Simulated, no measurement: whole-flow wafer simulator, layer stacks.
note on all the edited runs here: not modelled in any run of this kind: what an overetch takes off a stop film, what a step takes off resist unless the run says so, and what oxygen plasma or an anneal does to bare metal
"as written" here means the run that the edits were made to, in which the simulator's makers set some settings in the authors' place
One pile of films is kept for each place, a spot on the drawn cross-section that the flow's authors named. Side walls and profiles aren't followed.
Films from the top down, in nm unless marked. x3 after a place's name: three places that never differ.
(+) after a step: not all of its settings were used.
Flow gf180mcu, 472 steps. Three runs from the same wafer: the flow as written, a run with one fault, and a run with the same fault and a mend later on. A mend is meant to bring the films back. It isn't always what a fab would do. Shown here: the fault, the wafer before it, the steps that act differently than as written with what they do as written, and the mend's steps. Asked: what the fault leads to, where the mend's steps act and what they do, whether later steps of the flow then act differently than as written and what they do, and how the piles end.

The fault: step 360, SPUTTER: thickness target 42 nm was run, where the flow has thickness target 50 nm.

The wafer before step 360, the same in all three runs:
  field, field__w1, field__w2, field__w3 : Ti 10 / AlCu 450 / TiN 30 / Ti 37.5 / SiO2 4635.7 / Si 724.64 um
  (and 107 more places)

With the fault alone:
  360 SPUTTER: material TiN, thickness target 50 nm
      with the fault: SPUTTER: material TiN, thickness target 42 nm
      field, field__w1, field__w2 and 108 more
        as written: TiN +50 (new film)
        with the fault: TiN +42 (new film)
  Later steps of the flow that act differently than as written (5 more steps differ only slightly, by at most 2% or 0.5 nm, whichever is larger, and aren't shown):
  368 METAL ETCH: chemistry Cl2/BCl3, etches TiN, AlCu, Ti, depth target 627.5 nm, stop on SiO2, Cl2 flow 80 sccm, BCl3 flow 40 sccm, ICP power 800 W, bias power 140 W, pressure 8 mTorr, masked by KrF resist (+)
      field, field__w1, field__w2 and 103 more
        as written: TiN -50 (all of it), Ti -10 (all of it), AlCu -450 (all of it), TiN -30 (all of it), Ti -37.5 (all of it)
        with the fault: TiN -42 (all of it), Ti -10 (all of it), AlCu -450 (all of it), TiN -30 (all of it), Ti -37.5 (all of it)
  At the end the piles differ from the flow's by more than 2% or 0.5 nm, whichever is larger, at field__w8, contact, m1, m1__w1, m1_nw.
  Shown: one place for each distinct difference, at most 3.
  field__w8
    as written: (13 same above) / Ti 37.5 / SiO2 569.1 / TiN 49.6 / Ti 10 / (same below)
    with the fault: (13 same above) / Ti 37.5 / SiO2 577.1 / TiN 41.6 / Ti 10 / (same below)
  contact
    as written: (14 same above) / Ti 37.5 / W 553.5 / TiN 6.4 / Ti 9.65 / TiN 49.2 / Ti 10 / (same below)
    with the fault: (14 same above) / Ti 37.5 / W 561.6 / TiN 6.37 / Ti 9.61 / TiN 41.2 / Ti 10 / (same below)

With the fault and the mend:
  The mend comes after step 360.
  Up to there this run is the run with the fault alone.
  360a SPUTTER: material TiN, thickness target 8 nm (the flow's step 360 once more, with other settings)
      field, field__w1, field__w2 and 108 more
        TiN +8
  No later step of the flow acts differently than as written at any place that is followed.
  At the end the piles are the same as the flow's at every place that both follow.
